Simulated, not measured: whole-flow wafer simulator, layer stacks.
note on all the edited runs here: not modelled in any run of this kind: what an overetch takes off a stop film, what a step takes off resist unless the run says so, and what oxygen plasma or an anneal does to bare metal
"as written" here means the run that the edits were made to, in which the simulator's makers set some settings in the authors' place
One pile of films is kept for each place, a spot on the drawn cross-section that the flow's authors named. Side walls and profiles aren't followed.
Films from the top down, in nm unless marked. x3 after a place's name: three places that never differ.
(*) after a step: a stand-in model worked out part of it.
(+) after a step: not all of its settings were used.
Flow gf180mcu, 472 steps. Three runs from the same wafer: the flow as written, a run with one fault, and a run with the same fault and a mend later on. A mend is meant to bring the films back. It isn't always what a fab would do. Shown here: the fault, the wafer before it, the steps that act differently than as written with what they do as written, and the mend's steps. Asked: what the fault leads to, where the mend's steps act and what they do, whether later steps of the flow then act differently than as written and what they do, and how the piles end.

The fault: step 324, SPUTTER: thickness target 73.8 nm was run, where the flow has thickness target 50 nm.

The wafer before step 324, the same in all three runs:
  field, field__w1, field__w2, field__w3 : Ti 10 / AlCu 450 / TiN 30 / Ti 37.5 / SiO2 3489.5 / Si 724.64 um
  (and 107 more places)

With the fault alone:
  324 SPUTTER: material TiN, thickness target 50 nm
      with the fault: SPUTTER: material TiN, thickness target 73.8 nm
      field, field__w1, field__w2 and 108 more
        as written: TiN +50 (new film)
        with the fault: TiN +73.8 (new film)
  Later steps of the flow that act differently than as written (3 more steps differ only slightly, by at most 2% or 0.5 nm, whichever is larger, and aren't shown):
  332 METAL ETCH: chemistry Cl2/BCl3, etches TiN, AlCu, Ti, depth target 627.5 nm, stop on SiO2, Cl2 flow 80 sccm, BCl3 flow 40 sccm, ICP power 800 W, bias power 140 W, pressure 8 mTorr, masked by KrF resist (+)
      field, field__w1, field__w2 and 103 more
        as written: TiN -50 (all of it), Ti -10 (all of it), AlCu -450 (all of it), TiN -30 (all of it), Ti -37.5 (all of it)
        with the fault: TiN -73.8 (all of it), Ti -10 (all of it), AlCu -450 (all of it), TiN -30 (all of it), Ti -37.5 (all of it)
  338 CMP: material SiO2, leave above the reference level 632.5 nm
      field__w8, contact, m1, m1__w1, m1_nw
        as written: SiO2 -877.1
        with the fault: SiO2 -900.9
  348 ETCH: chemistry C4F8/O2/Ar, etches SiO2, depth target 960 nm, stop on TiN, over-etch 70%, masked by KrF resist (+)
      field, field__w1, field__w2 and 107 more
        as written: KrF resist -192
        with the fault: KrF resist -186.5
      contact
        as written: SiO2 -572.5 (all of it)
        with the fault: SiO2 -548.7 (all of it)
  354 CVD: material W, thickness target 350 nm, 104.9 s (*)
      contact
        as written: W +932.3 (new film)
        with the fault: W +908.3 (new film)
  At the end the piles differ from the flow's by more than 2% or 0.5 nm, whichever is larger, at field__w8, contact, m1, m1__w1, m1_nw.
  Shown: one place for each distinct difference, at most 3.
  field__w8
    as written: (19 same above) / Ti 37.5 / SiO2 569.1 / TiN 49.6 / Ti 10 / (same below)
    with the fault: (19 same above) / Ti 37.5 / SiO2 545.3 / TiN 73.4 / Ti 10 / (same below)
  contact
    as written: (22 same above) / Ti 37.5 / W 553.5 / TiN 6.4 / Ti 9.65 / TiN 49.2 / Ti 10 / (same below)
    with the fault: (22 same above) / Ti 37.5 / W 529.5 / TiN 6.49 / Ti 9.79 / TiN 73 / Ti 10 / (same below)

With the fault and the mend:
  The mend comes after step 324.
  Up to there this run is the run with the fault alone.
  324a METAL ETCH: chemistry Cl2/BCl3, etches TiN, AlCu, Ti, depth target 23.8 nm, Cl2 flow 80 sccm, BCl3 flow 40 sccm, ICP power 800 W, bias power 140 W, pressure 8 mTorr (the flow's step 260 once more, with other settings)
      field, field__w1, field__w2 and 108 more
        TiN -23.8
  No later step of the flow acts differently than as written at any place that is followed.
  At the end the piles are the same as the flow's at every place that both follow.
